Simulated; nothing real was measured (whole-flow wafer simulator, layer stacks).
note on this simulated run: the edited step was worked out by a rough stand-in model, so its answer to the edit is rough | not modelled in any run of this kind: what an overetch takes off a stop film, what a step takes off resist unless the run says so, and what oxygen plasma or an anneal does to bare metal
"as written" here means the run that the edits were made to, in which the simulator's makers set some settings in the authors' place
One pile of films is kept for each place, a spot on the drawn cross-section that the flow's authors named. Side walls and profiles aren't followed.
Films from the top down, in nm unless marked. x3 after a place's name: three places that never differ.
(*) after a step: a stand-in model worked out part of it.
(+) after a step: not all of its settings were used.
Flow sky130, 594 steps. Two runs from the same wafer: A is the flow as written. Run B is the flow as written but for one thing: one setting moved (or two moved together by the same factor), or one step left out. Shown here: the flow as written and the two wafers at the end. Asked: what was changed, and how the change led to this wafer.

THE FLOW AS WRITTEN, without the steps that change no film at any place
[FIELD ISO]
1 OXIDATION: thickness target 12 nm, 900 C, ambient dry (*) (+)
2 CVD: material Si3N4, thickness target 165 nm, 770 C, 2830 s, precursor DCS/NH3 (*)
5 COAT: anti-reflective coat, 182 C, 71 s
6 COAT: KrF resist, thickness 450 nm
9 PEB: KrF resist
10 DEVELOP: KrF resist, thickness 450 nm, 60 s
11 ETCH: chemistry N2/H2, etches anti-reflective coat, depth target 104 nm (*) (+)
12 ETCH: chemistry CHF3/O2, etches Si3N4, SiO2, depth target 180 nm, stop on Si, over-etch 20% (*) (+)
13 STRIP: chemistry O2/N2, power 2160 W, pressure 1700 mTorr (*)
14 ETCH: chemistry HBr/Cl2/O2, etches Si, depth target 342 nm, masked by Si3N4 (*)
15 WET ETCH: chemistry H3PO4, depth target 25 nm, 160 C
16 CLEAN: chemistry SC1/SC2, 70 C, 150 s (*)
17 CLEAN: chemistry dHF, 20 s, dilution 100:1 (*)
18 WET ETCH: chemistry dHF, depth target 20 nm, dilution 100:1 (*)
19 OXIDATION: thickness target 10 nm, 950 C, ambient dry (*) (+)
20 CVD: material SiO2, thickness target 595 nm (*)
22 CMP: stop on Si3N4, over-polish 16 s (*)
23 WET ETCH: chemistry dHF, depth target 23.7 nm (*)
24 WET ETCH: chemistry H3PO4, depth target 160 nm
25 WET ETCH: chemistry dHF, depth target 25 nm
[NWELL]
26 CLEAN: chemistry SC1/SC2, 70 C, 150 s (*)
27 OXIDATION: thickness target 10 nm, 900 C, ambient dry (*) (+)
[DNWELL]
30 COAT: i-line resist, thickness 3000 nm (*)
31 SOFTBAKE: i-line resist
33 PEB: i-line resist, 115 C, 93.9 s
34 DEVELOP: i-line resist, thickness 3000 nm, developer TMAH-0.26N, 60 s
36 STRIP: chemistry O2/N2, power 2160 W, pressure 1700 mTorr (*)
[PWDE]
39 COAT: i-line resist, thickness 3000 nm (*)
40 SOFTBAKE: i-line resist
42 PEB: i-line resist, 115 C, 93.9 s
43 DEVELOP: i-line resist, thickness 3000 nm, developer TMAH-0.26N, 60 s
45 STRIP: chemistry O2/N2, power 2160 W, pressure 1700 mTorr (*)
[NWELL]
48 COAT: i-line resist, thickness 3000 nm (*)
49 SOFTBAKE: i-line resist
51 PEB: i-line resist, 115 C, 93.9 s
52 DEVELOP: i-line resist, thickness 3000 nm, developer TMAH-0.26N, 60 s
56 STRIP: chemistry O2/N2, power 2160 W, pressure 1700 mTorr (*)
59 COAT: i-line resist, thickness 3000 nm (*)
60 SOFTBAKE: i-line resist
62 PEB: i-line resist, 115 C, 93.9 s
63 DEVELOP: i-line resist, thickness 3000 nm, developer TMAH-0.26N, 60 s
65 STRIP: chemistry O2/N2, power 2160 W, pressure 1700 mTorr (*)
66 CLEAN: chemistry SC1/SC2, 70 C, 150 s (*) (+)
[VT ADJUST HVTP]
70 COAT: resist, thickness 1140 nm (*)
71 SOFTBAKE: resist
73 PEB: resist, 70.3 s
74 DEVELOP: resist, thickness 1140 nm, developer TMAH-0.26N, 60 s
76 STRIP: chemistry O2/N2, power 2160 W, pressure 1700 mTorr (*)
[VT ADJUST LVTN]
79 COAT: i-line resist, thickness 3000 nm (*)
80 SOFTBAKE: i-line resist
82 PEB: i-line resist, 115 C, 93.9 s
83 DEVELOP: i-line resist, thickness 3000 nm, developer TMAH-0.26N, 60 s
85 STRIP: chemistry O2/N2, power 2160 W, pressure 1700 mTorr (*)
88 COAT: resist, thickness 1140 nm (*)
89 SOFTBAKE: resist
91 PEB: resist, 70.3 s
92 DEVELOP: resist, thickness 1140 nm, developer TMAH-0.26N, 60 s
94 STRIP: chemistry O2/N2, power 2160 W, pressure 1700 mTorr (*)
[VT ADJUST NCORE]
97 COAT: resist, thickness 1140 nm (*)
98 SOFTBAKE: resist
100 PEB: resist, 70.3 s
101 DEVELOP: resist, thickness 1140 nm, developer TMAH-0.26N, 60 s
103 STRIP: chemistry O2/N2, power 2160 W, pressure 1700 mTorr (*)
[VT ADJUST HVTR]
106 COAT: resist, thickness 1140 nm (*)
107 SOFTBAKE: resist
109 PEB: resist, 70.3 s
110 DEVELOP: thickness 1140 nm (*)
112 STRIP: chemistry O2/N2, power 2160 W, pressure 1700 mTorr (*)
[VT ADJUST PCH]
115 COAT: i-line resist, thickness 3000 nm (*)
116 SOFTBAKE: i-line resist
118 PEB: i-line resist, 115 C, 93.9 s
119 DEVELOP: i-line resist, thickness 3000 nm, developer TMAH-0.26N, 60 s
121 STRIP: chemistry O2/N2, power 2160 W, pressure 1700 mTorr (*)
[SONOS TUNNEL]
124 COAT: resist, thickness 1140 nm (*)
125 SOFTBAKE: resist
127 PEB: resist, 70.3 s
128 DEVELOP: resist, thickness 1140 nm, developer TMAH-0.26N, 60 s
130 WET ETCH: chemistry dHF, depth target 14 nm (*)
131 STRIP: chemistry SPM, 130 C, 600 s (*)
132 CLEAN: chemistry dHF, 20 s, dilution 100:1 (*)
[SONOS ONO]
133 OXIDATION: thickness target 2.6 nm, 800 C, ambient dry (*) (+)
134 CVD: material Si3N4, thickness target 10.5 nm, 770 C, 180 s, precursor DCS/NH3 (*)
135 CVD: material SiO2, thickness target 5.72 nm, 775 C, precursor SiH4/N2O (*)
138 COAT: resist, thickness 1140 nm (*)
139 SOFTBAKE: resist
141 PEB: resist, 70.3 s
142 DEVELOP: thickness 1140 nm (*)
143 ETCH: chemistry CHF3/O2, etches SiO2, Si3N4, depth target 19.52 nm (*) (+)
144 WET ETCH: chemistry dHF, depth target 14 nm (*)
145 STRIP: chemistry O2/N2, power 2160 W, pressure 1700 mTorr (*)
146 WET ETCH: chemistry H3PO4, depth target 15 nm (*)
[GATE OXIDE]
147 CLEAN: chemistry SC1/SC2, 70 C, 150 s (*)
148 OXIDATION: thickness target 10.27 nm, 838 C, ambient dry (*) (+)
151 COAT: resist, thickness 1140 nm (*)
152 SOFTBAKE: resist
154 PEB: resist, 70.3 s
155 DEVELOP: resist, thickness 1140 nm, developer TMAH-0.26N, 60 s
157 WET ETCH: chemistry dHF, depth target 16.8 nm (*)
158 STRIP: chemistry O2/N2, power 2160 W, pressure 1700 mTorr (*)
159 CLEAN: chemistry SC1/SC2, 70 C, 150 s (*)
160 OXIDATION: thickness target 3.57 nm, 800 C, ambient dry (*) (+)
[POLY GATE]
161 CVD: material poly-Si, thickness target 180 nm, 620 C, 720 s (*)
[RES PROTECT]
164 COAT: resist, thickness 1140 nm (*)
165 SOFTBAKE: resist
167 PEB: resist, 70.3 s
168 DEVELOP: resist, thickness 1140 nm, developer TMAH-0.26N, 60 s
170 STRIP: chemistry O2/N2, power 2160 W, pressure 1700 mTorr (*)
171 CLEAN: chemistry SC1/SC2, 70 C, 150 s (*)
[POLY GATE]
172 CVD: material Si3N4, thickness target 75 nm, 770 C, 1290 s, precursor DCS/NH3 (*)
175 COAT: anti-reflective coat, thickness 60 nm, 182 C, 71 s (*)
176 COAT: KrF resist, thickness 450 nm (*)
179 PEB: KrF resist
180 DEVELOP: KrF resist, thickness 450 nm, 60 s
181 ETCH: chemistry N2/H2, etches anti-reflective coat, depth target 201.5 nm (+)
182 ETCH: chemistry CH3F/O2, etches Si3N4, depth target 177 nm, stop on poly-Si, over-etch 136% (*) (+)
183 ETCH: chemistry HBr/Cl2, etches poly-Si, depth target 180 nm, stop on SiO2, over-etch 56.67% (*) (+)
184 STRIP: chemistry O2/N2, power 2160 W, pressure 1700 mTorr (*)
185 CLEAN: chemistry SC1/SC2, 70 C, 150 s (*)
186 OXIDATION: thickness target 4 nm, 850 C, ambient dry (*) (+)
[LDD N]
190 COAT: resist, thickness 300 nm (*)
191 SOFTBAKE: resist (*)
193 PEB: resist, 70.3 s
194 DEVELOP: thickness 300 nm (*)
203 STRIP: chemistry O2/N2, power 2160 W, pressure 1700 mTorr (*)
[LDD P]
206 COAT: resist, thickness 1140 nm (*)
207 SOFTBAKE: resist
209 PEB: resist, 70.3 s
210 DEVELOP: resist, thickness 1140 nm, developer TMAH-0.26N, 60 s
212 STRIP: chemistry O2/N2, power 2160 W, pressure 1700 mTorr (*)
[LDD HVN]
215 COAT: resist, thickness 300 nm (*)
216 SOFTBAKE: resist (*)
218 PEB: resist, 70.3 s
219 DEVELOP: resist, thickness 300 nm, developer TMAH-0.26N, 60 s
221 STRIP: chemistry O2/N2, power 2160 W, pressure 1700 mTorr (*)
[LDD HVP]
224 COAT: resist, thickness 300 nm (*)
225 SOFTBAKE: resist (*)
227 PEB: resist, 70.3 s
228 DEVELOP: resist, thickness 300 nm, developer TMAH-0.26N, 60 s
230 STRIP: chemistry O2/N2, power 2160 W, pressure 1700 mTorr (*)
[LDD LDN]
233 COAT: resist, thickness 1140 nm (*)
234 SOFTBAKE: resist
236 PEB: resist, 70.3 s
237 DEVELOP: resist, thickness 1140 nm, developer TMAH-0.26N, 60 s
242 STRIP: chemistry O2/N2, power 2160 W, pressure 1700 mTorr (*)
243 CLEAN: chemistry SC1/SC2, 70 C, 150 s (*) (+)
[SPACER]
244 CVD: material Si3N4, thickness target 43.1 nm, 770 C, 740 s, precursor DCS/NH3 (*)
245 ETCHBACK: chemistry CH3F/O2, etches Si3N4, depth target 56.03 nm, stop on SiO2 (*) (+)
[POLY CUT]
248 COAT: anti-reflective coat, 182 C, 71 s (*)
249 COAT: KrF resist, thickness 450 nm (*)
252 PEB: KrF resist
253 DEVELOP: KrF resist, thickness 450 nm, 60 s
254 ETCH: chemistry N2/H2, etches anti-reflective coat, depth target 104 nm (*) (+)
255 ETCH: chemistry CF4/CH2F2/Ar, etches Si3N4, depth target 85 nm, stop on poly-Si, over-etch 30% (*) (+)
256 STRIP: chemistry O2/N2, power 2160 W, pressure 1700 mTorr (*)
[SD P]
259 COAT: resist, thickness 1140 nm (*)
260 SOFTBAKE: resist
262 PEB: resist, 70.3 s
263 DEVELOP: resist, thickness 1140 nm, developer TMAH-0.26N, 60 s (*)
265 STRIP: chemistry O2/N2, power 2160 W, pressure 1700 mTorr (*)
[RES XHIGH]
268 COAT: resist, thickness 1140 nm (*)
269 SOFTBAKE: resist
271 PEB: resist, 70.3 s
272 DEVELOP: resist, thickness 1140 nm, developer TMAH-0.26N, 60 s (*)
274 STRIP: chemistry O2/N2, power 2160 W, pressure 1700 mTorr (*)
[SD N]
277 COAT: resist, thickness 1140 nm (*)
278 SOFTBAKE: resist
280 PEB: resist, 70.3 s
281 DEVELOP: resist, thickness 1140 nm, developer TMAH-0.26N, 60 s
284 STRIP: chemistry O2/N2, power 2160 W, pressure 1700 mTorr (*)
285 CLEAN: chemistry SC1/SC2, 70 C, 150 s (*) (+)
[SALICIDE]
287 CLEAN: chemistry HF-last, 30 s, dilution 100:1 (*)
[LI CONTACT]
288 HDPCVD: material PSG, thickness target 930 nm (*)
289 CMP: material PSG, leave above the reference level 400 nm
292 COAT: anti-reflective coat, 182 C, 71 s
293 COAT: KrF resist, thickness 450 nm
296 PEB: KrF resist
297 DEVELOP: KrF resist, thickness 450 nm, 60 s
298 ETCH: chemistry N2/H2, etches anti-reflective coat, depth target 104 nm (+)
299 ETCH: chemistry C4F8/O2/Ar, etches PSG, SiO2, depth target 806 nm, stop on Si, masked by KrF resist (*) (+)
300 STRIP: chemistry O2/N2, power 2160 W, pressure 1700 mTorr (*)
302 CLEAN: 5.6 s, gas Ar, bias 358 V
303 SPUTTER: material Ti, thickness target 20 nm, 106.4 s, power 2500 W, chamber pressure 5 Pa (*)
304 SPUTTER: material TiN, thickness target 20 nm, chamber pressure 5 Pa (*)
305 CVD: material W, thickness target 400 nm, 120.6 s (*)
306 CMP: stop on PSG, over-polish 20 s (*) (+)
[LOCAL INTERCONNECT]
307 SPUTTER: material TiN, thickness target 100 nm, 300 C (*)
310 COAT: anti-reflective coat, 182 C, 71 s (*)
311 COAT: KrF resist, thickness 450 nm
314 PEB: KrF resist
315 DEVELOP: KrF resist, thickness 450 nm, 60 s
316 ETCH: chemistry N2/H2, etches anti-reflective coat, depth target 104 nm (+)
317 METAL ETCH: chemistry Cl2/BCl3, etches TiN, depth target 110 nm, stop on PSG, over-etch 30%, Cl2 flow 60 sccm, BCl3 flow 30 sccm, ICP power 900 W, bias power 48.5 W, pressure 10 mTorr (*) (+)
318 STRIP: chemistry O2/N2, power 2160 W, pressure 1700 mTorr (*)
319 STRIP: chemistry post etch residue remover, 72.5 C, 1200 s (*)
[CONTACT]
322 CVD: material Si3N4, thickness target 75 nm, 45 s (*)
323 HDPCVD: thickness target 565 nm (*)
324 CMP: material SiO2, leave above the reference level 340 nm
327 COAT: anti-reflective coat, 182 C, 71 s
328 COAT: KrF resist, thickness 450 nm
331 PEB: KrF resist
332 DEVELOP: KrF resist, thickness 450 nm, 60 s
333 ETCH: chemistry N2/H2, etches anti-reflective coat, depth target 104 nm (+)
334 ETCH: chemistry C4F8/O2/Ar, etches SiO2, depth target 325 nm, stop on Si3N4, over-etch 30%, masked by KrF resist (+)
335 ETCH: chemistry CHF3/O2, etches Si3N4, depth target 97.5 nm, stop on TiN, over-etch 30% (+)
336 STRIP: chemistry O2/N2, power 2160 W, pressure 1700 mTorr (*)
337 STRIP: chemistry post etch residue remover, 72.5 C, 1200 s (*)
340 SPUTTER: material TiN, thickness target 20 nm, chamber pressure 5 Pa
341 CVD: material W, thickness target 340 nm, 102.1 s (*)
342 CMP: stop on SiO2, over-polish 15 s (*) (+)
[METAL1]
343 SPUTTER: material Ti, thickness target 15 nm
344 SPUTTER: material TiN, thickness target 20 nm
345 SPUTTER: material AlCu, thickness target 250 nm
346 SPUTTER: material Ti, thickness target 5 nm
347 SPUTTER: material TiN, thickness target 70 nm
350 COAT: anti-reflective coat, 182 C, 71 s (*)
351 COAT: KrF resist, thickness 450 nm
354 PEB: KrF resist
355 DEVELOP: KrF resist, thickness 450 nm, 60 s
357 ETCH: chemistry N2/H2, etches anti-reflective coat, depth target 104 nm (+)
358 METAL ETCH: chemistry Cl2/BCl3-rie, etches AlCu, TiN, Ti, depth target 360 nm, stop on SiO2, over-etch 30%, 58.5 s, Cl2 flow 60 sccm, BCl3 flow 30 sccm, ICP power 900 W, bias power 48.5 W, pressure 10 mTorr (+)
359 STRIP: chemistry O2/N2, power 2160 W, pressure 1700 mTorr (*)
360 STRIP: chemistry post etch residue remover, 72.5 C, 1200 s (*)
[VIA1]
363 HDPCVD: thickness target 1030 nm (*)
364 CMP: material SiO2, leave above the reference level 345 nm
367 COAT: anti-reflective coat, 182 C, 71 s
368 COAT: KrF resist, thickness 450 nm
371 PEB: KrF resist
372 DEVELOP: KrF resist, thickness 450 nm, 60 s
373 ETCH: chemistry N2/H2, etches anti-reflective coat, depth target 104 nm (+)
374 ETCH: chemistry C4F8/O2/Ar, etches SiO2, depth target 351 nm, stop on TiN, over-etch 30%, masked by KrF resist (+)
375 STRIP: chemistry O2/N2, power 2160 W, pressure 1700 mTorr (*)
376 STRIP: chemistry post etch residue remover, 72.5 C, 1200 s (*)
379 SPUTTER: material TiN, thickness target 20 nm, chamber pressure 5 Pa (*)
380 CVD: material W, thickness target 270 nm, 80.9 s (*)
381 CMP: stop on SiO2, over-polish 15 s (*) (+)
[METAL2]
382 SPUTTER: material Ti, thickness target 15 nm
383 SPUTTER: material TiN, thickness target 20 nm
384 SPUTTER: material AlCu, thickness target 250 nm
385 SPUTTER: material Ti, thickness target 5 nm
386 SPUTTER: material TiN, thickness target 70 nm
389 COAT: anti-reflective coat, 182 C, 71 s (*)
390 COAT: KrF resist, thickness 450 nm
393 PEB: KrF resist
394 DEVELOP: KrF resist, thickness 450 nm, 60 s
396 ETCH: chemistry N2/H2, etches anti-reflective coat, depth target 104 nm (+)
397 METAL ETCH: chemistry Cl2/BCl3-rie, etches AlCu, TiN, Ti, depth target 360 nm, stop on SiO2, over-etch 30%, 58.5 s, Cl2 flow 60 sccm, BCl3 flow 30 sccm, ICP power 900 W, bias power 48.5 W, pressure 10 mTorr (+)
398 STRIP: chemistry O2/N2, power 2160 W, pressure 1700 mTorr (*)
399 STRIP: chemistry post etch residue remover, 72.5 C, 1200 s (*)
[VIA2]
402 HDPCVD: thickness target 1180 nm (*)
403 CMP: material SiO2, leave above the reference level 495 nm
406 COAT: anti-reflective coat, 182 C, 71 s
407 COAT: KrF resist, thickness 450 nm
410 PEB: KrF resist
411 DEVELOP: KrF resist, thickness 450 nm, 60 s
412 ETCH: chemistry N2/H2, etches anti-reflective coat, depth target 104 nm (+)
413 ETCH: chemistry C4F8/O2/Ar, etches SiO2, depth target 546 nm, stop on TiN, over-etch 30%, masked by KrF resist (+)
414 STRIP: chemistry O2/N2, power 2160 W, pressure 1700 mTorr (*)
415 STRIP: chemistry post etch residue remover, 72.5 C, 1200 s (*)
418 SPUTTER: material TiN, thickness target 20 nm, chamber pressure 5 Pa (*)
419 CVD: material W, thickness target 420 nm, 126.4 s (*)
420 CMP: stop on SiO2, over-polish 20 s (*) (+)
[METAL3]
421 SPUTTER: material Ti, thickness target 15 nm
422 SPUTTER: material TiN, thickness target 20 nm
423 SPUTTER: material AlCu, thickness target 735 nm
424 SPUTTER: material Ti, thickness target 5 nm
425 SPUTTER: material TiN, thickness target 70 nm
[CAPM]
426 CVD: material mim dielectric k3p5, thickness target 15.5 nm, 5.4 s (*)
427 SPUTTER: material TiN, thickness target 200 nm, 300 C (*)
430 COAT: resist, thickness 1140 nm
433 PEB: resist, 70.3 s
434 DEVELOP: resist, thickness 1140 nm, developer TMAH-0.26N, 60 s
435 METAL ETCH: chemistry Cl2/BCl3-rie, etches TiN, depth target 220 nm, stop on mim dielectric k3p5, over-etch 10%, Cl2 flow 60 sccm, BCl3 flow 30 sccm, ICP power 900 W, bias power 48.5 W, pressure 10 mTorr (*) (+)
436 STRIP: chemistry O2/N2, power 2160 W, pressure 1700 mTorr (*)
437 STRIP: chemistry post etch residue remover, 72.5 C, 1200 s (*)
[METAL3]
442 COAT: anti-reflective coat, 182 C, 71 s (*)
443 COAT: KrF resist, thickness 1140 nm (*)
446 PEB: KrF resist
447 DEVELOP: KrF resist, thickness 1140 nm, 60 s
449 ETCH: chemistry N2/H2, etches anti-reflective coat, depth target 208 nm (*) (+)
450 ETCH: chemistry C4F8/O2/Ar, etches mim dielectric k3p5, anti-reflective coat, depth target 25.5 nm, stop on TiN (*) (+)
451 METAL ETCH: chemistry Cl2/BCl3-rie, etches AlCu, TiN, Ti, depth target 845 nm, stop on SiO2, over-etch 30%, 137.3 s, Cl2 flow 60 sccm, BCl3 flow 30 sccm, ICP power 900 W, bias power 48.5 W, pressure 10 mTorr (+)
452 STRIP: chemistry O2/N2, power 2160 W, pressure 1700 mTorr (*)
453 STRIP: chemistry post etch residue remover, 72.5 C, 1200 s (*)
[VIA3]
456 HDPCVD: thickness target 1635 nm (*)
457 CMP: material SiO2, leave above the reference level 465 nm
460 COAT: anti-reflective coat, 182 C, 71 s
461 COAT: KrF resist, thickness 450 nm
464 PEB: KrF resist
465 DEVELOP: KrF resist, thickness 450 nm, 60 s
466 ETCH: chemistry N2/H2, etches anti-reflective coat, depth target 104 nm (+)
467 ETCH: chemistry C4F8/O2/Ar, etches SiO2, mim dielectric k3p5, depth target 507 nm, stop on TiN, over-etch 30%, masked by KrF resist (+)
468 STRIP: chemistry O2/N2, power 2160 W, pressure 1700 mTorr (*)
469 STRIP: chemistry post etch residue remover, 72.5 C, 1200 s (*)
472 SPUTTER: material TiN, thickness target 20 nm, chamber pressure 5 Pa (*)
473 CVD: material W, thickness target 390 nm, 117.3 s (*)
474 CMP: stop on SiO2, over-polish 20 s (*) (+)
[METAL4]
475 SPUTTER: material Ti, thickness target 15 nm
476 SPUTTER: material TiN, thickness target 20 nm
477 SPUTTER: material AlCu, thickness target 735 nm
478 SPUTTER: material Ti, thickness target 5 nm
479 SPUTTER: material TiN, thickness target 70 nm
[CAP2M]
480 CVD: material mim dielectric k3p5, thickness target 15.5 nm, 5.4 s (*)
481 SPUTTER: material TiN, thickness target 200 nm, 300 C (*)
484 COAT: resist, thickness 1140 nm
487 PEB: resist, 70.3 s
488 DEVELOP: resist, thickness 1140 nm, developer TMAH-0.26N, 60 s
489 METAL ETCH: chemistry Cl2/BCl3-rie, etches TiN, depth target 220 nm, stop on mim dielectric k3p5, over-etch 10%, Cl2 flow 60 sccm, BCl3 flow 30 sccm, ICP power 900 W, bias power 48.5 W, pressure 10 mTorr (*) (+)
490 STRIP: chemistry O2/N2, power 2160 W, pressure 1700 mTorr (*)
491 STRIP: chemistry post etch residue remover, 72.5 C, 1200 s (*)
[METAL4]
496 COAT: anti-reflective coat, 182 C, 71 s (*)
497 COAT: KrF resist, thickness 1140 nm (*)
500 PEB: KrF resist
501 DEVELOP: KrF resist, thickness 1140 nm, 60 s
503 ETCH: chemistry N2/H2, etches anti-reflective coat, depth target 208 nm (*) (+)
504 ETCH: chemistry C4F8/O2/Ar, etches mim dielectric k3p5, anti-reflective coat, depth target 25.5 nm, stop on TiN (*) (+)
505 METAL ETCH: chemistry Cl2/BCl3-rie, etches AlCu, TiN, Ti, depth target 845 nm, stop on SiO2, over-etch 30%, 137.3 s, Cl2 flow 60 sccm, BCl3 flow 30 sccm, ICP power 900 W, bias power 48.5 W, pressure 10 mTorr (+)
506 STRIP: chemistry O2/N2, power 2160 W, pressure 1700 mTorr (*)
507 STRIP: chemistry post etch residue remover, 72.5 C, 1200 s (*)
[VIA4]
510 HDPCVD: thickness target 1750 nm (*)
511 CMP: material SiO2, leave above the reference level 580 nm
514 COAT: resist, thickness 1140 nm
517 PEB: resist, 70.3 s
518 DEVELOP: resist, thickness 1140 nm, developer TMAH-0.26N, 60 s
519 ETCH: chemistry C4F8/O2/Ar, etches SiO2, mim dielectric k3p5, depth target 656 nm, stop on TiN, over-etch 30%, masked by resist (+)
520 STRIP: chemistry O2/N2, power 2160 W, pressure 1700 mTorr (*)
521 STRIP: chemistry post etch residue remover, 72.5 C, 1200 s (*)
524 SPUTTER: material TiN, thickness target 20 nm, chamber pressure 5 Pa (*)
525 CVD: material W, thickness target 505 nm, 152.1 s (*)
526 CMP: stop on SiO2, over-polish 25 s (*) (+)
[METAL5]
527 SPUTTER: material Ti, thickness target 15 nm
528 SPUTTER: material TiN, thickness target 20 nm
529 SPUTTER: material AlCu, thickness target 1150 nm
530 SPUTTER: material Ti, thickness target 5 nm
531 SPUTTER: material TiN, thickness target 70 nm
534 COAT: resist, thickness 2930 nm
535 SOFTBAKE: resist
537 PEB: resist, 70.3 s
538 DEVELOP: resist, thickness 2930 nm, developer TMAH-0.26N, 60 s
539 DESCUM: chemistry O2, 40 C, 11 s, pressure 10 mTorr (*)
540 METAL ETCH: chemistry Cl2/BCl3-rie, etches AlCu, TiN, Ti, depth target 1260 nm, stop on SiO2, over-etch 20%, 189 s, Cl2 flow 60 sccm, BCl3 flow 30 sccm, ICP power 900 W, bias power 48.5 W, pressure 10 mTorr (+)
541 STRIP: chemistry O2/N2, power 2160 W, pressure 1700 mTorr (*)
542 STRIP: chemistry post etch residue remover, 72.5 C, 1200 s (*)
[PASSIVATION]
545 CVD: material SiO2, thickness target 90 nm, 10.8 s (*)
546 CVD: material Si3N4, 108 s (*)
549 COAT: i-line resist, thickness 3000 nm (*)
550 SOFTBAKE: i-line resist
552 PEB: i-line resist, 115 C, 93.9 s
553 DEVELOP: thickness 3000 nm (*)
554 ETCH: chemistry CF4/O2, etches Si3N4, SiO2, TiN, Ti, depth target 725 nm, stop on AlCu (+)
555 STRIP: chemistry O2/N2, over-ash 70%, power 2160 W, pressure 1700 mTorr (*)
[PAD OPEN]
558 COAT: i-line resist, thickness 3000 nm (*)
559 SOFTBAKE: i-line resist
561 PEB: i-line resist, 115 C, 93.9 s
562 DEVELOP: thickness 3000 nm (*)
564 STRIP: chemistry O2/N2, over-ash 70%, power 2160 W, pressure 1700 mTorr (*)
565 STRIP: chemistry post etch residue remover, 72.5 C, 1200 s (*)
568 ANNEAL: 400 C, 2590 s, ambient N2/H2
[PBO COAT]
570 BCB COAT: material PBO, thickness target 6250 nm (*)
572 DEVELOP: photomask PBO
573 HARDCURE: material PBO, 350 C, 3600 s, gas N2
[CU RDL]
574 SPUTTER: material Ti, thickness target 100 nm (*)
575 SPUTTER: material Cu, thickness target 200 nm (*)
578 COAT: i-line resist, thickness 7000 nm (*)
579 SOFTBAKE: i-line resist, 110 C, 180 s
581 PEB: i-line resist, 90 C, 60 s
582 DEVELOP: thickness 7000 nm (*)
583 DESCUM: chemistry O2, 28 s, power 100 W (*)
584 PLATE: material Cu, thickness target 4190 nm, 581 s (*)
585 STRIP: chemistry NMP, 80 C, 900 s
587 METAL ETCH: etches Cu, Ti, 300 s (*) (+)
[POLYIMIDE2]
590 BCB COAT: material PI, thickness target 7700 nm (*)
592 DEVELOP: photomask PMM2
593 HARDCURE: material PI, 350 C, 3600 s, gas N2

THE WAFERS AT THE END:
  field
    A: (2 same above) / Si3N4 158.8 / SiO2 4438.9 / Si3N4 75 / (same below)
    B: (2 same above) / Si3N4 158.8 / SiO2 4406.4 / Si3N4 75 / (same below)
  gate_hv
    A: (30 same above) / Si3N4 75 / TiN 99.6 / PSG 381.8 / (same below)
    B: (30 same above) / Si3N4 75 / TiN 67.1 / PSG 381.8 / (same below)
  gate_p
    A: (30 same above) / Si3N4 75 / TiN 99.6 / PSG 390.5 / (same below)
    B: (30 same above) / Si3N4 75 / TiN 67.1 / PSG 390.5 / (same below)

The cause: step 307, SPUTTER: thickness target 67.5 nm was run, where the flow has thickness target 100 nm.

How the change led to this, step by step:
  307 SPUTTER: material TiN, thickness target 100 nm, 300 C (*)
      field, active, n_well and 188 more: A TiN +100 (new film) | B TiN +67.5 (new film)
  317 METAL ETCH: chemistry Cl2/BCl3, etches TiN, depth target 110 nm, stop on PSG, over-etch 30%, Cl2 flow 60 sccm, BCl3 flow 30 sccm, ICP power 900 W, bias power 48.5 W, pressure 10 mTorr (*) (+)
      n_well, p_well, gate_hv and 97 more: A KrF resist -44 | B KrF resist -34.4
      field, active, gate and 88 more: A TiN -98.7 (all of it) | B TiN -66.2 (all of it)
  318 STRIP: chemistry O2/N2, power 2160 W, pressure 1700 mTorr (*)
      n_well, p_well, gate_hv and 93 more: A KrF resist -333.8 (all of it), anti-reflective coat -80 (all of it) | B KrF resist -343.4 (all of it), anti-reflective coat -80 (all of it)
      poly_licon, ndiff_licon, ndiff_licon_cpp, rpo_hd_licon: A KrF resist -333.9 (all of it), anti-reflective coat -80.5 (all of it) | B KrF resist -343.5 (all of it), anti-reflective coat -80.5 (all of it)
  324 CMP: material SiO2, leave above the reference level 340 nm
      field, active, gate and 88 more: A SiO2 -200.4 | B SiO2 -232.9
